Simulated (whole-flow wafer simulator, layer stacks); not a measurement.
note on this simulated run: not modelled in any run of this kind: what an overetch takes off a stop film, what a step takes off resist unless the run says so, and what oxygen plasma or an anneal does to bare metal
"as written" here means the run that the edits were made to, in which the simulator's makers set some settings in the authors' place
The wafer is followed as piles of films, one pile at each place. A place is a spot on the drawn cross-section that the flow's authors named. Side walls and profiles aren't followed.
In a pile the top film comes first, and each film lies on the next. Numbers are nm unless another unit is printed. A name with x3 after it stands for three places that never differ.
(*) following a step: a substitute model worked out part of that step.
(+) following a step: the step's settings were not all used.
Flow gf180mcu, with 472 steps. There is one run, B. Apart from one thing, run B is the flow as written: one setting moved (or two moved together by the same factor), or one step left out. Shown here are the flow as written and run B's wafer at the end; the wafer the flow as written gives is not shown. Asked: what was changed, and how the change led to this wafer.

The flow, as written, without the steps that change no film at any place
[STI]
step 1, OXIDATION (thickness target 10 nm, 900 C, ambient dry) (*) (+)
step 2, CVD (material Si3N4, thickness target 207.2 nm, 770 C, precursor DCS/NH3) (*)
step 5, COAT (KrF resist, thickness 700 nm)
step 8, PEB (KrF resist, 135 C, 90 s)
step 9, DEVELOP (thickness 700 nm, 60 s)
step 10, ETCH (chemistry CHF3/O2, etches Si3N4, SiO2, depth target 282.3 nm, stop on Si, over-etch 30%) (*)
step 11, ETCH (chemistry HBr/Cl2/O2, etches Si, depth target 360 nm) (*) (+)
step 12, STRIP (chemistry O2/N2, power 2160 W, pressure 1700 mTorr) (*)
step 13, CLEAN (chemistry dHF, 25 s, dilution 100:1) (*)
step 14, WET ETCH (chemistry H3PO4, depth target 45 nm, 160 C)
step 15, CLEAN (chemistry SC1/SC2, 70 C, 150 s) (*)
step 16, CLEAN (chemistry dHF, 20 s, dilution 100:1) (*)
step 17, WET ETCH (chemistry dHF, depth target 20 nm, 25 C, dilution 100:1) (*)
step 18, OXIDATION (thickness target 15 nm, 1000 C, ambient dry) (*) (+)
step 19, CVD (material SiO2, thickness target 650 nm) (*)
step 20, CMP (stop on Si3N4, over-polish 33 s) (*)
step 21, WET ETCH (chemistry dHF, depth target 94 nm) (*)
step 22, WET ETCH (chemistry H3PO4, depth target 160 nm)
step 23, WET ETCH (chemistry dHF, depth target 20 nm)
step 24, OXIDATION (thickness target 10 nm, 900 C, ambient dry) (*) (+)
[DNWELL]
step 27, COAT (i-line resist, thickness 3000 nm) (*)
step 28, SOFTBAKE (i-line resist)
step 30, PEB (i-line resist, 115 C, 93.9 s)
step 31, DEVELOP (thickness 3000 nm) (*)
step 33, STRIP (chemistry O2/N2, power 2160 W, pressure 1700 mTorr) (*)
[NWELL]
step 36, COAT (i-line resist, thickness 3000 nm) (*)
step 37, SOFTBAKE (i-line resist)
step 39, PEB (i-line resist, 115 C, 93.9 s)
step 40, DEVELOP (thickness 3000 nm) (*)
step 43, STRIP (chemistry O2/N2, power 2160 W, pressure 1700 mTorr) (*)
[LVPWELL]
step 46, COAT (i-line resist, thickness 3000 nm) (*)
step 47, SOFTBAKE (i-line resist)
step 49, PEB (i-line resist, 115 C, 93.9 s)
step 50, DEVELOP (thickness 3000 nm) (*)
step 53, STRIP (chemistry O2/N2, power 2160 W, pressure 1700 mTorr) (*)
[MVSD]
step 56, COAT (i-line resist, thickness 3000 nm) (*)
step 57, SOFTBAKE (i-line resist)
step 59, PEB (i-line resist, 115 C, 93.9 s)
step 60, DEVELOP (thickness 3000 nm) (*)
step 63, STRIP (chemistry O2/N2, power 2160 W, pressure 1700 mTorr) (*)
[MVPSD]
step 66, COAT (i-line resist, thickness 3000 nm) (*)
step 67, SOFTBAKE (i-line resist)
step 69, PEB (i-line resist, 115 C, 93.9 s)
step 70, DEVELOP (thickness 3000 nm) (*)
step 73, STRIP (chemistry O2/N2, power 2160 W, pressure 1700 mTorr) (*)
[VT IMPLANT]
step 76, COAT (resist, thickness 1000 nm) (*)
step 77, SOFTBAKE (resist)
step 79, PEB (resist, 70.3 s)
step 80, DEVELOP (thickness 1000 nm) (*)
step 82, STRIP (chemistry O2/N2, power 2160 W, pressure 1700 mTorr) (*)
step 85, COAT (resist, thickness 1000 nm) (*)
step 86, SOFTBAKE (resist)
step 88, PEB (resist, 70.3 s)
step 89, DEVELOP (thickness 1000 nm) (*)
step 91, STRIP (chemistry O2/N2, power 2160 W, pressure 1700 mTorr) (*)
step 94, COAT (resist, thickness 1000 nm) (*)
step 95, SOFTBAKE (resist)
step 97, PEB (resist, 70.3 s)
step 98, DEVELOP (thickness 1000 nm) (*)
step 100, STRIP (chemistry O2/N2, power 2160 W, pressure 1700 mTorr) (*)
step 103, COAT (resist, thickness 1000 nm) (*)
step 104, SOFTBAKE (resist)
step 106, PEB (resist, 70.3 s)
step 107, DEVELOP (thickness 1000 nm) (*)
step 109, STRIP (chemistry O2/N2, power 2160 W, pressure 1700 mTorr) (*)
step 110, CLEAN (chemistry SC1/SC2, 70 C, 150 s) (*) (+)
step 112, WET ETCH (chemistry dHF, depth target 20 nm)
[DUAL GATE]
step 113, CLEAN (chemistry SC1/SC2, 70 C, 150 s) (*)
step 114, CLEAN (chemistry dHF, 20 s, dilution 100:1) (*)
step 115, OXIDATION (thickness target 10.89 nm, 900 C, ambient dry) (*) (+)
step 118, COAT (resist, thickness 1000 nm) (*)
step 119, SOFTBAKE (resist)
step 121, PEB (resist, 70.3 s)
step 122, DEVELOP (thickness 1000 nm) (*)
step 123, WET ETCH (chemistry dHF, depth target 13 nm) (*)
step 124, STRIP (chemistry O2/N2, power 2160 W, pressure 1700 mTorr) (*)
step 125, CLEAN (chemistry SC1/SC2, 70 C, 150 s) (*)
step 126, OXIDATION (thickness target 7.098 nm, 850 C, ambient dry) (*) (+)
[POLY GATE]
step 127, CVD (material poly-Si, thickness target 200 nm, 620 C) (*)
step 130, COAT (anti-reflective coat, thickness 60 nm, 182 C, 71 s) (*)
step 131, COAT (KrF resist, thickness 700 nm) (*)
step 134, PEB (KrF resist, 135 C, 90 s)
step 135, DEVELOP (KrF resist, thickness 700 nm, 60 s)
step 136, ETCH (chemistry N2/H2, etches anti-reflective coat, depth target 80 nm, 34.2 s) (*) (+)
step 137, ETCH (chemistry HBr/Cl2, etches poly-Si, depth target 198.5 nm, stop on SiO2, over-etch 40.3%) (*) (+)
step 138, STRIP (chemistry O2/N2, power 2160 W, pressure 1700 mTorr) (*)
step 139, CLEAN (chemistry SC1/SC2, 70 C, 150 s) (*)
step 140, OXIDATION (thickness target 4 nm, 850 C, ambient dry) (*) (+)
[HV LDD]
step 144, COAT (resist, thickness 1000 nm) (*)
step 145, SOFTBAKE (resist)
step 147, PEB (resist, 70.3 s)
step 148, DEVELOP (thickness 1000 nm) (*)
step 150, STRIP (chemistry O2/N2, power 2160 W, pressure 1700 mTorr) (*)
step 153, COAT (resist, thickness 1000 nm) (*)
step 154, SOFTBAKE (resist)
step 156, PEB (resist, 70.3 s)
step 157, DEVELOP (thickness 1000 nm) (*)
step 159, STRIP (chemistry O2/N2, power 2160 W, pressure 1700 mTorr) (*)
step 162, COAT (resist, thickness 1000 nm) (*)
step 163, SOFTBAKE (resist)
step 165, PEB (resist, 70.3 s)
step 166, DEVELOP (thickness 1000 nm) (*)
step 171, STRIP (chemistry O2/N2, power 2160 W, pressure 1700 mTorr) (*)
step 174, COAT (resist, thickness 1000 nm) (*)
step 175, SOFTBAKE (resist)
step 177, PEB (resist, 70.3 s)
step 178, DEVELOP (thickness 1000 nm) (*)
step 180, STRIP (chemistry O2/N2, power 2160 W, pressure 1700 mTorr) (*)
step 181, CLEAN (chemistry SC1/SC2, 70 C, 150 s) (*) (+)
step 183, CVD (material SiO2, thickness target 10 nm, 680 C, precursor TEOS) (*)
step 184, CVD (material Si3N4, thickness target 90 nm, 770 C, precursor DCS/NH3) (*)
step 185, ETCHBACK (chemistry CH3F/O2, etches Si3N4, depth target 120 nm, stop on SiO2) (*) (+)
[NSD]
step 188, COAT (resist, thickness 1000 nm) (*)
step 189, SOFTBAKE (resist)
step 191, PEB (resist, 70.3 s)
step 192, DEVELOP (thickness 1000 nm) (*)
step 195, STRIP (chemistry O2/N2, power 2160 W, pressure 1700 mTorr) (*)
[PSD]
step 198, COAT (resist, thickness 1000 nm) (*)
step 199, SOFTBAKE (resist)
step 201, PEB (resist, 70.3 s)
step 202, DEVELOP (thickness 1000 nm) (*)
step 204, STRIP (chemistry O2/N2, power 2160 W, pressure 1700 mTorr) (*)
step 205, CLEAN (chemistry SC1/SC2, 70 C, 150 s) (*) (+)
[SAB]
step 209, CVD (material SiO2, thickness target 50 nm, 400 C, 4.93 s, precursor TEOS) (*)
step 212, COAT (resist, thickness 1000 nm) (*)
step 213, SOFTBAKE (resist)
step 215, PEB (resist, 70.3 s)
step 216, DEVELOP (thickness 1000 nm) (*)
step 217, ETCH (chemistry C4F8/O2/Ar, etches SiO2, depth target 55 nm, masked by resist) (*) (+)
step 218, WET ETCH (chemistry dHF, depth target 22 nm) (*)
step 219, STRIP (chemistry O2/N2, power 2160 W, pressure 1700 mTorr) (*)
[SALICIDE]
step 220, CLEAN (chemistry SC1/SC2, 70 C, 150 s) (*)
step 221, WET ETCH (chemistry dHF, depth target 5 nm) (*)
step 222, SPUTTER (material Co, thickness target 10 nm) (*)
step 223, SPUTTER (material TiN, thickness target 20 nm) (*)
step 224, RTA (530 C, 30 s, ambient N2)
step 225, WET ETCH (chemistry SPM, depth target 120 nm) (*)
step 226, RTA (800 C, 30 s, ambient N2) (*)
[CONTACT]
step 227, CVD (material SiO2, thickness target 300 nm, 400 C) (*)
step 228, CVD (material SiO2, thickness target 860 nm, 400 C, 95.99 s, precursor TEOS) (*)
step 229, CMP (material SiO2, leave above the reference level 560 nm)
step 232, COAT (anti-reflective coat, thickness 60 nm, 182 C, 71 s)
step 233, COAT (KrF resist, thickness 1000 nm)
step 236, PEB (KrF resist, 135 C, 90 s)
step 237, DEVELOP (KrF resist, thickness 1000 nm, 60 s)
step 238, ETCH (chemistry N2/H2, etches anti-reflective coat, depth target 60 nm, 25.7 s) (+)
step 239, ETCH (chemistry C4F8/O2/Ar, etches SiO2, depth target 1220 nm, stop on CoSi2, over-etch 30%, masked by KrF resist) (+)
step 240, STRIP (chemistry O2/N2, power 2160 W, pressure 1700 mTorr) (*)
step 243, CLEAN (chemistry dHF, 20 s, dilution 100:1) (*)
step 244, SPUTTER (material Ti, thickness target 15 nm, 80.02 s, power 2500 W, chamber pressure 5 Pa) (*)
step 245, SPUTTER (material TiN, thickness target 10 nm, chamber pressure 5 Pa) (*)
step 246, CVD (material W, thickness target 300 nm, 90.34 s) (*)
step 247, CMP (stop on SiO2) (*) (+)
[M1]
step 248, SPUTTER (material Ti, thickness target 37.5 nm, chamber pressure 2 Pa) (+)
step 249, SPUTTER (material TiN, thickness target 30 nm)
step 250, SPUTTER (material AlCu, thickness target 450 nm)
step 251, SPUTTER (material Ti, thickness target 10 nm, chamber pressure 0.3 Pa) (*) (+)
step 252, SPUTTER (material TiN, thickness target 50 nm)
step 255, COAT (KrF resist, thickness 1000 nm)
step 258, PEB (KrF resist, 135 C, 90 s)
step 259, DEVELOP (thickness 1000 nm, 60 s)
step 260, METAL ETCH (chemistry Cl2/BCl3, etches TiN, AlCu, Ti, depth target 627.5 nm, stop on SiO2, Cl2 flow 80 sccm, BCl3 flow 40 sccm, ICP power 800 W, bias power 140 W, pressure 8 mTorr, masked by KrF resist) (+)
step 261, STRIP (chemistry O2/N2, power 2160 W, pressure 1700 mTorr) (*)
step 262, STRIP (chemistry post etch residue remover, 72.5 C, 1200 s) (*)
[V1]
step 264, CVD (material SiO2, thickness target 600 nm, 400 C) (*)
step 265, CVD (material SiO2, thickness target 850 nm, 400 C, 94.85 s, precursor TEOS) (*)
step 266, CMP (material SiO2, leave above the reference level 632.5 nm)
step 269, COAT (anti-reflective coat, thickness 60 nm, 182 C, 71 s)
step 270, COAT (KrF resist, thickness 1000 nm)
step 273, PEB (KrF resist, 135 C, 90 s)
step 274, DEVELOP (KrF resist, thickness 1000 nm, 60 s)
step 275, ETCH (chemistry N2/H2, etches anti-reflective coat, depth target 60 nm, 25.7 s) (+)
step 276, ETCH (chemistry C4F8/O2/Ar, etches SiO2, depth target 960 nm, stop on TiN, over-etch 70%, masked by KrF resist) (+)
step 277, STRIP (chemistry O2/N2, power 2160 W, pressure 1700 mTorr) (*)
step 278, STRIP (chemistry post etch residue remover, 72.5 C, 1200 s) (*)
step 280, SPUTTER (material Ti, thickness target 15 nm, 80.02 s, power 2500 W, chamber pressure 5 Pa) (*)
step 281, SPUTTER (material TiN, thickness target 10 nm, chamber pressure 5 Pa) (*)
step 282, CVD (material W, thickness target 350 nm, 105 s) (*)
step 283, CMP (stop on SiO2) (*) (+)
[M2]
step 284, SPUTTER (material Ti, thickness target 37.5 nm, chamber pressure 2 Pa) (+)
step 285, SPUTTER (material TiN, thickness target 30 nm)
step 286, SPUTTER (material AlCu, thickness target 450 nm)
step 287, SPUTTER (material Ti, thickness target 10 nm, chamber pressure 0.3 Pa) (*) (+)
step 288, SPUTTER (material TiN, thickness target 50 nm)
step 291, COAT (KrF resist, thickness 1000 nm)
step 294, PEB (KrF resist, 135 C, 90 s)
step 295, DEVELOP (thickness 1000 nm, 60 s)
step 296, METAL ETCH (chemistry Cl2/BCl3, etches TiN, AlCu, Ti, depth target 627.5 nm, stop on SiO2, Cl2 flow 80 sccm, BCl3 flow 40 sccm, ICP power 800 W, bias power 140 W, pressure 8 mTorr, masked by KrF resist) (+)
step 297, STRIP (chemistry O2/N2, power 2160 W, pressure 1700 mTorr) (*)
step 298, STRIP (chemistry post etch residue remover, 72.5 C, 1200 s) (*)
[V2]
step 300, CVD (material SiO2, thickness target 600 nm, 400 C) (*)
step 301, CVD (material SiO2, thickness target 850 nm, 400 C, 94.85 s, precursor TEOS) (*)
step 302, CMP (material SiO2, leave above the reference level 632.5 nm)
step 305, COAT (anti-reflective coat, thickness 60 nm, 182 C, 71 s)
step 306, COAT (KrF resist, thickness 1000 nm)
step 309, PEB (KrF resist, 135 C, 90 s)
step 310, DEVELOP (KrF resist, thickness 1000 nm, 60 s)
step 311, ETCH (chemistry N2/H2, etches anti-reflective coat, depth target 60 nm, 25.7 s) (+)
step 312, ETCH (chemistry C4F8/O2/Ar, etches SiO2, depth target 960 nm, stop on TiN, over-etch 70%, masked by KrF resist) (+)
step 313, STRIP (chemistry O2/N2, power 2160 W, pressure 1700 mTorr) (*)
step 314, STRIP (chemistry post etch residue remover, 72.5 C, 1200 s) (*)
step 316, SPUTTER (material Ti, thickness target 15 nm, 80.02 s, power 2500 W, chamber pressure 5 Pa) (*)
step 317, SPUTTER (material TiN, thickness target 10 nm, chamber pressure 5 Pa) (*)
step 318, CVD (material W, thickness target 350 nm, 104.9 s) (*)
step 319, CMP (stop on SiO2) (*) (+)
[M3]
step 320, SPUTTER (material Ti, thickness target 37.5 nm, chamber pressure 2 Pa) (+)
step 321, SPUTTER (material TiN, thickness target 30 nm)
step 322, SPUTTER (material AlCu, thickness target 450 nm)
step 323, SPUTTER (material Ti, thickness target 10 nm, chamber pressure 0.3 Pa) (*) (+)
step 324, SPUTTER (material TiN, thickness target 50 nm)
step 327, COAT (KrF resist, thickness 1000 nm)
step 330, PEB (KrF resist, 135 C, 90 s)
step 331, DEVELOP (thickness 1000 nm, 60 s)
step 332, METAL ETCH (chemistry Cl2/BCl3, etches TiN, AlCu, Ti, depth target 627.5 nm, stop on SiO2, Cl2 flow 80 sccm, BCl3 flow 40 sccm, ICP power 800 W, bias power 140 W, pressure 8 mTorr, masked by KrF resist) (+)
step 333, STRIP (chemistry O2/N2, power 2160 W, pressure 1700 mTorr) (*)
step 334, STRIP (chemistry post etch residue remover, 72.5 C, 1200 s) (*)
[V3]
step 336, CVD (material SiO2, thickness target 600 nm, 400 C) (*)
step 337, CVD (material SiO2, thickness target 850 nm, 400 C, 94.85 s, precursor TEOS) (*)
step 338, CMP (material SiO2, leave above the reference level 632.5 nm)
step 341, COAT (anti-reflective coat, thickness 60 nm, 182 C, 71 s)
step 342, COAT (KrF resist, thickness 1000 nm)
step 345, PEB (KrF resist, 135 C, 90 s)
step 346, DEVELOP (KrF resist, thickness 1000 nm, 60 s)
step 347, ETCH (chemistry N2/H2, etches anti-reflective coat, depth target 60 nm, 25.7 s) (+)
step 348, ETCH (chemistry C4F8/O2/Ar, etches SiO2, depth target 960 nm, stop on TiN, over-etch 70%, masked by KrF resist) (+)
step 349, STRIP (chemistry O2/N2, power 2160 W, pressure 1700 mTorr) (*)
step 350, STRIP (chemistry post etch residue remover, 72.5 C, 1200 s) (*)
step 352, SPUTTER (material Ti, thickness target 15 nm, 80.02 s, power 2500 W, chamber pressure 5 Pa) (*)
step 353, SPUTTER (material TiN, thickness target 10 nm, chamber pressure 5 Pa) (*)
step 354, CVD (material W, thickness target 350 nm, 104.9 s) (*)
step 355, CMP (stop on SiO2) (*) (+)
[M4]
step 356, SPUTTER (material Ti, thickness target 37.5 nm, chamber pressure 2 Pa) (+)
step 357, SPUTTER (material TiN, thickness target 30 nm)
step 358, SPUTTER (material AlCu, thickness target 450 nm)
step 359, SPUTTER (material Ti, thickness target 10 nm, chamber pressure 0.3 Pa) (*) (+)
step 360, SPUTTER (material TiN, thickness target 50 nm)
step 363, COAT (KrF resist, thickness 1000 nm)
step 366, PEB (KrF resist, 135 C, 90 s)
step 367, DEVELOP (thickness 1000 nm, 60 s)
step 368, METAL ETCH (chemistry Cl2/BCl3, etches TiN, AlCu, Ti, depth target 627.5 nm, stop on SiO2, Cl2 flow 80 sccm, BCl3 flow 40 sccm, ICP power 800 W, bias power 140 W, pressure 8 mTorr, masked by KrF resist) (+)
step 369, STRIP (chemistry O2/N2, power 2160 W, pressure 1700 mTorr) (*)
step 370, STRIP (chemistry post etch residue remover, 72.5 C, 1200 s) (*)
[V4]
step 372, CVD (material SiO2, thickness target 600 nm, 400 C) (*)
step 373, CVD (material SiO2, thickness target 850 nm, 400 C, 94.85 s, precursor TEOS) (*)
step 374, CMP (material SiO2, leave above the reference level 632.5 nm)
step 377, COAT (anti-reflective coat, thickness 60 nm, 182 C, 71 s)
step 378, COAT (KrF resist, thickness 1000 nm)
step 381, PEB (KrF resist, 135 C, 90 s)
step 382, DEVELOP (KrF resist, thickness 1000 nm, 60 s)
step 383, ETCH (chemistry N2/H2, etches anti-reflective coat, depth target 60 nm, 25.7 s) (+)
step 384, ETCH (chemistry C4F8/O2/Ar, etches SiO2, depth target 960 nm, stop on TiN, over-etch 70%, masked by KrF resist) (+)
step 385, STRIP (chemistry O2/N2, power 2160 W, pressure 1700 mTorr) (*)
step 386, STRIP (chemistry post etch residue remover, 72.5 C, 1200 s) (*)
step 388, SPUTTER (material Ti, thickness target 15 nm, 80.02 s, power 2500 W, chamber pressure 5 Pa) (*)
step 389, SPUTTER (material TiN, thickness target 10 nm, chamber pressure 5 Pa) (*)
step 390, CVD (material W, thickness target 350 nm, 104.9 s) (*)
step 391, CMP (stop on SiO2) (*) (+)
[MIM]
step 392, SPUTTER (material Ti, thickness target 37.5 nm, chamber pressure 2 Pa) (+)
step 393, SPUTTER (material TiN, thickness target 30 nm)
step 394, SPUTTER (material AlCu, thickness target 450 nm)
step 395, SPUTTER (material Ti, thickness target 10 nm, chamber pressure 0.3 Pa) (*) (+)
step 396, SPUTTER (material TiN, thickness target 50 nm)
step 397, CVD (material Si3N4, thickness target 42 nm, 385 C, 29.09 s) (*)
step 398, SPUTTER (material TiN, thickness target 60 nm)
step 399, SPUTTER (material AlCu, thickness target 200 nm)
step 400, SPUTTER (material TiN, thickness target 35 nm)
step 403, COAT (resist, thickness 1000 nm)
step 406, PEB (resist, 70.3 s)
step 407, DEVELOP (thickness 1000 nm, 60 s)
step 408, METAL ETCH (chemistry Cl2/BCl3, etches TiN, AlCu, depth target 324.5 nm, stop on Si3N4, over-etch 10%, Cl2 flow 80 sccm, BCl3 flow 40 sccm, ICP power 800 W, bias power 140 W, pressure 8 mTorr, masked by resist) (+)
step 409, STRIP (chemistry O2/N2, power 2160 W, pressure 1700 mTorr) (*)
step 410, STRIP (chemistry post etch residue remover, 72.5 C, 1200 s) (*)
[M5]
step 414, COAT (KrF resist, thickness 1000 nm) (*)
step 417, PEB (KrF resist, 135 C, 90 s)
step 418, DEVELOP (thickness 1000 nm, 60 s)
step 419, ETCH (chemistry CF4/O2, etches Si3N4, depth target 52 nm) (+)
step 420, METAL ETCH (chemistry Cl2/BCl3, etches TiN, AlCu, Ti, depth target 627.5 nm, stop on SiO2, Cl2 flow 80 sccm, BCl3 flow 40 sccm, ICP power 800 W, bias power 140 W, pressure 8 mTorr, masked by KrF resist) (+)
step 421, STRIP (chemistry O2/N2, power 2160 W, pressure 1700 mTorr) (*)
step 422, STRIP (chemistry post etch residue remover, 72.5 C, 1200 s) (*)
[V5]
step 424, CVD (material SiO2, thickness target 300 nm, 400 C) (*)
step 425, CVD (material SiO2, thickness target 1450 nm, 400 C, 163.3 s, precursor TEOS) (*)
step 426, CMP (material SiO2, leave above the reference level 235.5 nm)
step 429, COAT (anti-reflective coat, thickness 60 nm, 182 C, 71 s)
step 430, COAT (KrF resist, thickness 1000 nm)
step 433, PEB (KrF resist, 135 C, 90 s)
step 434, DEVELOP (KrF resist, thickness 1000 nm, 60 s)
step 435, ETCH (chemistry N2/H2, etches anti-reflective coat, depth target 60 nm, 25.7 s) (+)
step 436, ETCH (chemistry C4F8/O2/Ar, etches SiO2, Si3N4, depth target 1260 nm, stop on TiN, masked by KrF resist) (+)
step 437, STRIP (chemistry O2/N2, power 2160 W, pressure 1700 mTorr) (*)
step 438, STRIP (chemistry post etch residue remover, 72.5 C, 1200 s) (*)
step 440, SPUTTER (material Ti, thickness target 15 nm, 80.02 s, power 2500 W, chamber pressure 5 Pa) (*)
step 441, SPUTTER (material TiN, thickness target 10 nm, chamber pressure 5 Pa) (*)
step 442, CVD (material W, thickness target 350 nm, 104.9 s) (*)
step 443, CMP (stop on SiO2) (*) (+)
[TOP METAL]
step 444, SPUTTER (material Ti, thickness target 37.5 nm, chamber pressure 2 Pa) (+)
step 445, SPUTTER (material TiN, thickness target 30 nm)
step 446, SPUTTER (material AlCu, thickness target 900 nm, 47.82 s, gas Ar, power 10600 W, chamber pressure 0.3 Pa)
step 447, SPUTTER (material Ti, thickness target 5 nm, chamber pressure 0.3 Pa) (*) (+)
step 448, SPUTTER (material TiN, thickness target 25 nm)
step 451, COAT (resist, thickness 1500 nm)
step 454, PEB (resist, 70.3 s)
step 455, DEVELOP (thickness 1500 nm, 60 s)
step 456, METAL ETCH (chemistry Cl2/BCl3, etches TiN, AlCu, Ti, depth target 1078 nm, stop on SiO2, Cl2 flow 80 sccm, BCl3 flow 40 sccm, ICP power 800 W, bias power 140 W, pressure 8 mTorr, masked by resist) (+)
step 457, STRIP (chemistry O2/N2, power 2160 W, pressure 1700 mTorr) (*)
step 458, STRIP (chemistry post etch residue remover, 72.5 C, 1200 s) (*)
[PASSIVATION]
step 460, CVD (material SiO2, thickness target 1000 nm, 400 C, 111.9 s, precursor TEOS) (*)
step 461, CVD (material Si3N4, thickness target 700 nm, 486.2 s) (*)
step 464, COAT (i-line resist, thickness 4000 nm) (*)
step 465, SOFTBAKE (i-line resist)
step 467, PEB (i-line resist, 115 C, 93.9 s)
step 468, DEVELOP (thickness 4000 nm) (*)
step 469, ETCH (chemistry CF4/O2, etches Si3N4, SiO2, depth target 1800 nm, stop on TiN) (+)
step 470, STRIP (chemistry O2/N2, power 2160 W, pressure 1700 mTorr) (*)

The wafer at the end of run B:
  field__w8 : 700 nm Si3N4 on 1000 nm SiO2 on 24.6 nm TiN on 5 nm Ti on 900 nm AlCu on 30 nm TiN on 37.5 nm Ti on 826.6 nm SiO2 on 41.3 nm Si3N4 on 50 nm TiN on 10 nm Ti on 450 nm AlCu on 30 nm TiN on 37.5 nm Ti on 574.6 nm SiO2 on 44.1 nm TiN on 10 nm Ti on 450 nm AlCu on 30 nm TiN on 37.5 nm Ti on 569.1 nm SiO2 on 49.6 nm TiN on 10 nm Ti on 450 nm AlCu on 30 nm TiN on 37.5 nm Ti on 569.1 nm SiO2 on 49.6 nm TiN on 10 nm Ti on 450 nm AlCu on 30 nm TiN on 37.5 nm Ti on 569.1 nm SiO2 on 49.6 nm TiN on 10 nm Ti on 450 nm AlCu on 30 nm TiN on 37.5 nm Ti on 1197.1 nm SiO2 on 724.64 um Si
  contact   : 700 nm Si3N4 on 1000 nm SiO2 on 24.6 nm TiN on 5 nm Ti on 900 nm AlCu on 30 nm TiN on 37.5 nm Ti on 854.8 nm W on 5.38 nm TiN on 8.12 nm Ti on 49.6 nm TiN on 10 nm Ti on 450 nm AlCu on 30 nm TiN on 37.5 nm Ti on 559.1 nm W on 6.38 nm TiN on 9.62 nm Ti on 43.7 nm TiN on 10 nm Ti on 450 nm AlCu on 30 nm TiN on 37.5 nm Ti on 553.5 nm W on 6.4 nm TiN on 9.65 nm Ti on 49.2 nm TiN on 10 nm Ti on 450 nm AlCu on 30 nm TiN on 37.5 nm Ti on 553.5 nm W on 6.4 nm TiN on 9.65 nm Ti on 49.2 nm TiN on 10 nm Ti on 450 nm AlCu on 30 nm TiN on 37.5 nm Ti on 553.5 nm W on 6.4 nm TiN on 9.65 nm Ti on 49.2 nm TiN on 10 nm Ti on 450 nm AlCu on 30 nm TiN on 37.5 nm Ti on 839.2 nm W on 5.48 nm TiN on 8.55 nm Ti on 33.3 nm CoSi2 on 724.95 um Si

The reason: step 360, SPUTTER: thickness target 44.5 nm was run, whereas the flow has thickness target 50 nm.

The path from the change to this, step by step:
  step 360, SPUTTER (material TiN, thickness target 50 nm)
      field, field__w1, field__w2 and 108 more: +44.5 TiN (new film) (it would be, as written: +50 TiN (new film))
  step 368, METAL ETCH (chemistry Cl2/BCl3, etches TiN, AlCu, Ti, depth target 627.5 nm, stop on SiO2, Cl2 flow 80 sccm, BCl3 flow 40 sccm, ICP power 800 W, bias power 140 W, pressure 8 mTorr, masked by KrF resist) (+)
      field, field__w1, field__w2 and 103 more: -44.5 TiN (all of it), -10 Ti (all of it), -450 AlCu (all of it), -30 TiN (all of it), -37.5 Ti (all of it) (it would be, as written: -50 TiN (all of it), -10 Ti (all of it), -450 AlCu (all of it), -30 TiN (all of it), -37.5 Ti (all of it))
